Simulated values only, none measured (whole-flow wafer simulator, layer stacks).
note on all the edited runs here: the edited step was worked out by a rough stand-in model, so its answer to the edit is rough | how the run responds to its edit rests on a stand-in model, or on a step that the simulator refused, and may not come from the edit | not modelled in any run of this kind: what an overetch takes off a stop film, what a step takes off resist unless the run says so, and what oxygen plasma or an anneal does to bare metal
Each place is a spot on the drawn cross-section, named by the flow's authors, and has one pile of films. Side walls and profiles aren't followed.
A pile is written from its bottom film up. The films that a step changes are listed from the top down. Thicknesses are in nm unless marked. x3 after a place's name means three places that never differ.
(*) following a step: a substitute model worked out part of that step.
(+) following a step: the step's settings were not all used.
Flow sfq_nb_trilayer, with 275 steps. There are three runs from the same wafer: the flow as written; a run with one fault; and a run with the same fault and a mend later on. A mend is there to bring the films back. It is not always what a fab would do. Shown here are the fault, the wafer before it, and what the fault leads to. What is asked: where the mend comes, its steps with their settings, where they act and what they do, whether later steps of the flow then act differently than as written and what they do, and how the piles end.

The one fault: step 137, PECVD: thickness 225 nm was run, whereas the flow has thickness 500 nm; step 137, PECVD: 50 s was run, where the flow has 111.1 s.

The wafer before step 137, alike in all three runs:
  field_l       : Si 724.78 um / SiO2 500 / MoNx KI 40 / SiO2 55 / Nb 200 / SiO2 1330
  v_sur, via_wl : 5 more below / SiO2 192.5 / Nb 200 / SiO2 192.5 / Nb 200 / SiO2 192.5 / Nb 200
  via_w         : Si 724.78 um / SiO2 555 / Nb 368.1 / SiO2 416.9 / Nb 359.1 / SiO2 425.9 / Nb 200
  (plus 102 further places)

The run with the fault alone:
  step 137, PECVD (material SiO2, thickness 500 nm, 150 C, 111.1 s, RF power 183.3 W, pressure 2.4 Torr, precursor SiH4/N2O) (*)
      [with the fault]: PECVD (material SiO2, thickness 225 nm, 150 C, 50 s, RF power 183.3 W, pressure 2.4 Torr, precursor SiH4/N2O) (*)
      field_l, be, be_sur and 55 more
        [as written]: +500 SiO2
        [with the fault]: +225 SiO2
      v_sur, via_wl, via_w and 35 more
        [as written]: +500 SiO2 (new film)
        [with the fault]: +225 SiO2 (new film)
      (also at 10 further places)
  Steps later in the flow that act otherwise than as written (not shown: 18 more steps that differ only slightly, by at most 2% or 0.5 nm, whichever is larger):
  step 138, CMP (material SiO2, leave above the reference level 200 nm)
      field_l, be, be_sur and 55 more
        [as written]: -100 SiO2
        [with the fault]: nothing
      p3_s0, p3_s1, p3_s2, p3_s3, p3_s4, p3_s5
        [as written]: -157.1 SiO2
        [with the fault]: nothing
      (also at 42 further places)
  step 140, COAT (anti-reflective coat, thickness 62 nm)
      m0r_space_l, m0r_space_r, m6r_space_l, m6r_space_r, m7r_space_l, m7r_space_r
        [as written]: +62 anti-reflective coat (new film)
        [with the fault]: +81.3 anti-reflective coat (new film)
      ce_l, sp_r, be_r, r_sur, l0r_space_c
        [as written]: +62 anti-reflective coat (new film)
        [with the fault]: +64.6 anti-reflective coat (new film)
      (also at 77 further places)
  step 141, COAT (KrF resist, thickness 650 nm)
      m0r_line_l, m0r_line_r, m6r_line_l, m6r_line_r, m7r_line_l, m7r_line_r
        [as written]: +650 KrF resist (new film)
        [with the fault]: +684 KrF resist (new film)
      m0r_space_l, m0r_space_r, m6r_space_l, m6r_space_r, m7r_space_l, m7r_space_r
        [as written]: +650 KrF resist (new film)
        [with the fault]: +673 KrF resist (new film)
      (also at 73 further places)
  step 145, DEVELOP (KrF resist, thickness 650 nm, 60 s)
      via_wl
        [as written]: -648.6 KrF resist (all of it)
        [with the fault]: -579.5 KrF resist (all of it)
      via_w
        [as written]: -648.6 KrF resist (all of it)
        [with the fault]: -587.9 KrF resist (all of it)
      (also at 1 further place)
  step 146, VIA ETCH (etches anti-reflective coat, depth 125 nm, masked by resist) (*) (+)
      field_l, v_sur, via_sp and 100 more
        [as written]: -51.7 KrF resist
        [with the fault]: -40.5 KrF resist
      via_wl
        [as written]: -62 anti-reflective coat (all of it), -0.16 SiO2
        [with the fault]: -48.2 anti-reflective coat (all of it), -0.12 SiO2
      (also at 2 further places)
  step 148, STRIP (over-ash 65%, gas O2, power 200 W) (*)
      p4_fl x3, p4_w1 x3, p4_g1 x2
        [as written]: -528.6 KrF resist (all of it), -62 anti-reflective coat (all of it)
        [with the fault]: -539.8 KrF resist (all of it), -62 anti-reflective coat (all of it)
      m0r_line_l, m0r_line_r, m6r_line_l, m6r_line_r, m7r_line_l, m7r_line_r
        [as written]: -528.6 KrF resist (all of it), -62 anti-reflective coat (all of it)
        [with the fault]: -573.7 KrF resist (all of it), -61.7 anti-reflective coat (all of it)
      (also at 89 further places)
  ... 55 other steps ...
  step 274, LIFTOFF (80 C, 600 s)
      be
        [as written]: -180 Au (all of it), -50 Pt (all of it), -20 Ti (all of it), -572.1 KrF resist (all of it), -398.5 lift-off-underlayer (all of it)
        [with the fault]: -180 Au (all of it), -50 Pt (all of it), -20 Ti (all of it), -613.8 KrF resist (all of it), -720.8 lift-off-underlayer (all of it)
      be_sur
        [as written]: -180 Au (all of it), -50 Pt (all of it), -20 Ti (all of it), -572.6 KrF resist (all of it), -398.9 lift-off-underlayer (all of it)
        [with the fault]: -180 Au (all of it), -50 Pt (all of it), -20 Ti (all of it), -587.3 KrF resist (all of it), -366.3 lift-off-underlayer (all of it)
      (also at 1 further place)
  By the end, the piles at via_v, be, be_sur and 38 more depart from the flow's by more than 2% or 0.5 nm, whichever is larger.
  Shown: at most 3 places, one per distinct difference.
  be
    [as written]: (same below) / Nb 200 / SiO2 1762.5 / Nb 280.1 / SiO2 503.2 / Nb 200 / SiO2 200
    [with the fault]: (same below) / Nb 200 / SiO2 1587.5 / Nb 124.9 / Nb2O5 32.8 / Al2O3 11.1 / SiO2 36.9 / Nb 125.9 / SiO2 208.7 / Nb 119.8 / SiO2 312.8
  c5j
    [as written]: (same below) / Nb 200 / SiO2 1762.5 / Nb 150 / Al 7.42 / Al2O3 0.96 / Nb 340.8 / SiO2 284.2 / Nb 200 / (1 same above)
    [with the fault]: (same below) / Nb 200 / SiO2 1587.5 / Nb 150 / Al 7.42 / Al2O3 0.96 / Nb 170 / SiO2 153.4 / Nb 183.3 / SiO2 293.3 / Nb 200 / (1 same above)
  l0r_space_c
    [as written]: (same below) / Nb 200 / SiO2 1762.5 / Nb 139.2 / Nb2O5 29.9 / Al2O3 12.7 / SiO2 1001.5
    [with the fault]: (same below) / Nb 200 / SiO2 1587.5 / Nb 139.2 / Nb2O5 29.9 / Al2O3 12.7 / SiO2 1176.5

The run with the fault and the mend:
  The mend follows step 137.
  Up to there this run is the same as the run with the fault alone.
  step 137a, PECVD (material SiO2, thickness 275 nm, 150 C, 61.11 s, RF power 183.3 W, pressure 2.4 Torr, precursor SiH4/N2O) (*) (the flow's step 137, run once more with other settings)
      field_l, v_sur, via_wl and 99 more
        +275 SiO2
      lsp_r, l0_sur, l0v
        +270.7 SiO2
      via_v
        +276.2 SiO2
  Steps later in the flow that act otherwise than as written:
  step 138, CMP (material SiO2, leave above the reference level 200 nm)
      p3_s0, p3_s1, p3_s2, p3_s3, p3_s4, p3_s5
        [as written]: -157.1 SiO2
        [with the mend]: -100 SiO2
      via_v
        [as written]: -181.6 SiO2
        [with the mend]: -37.1 SiO2
  By the end, the piles equal the flow's at every place that both follow.
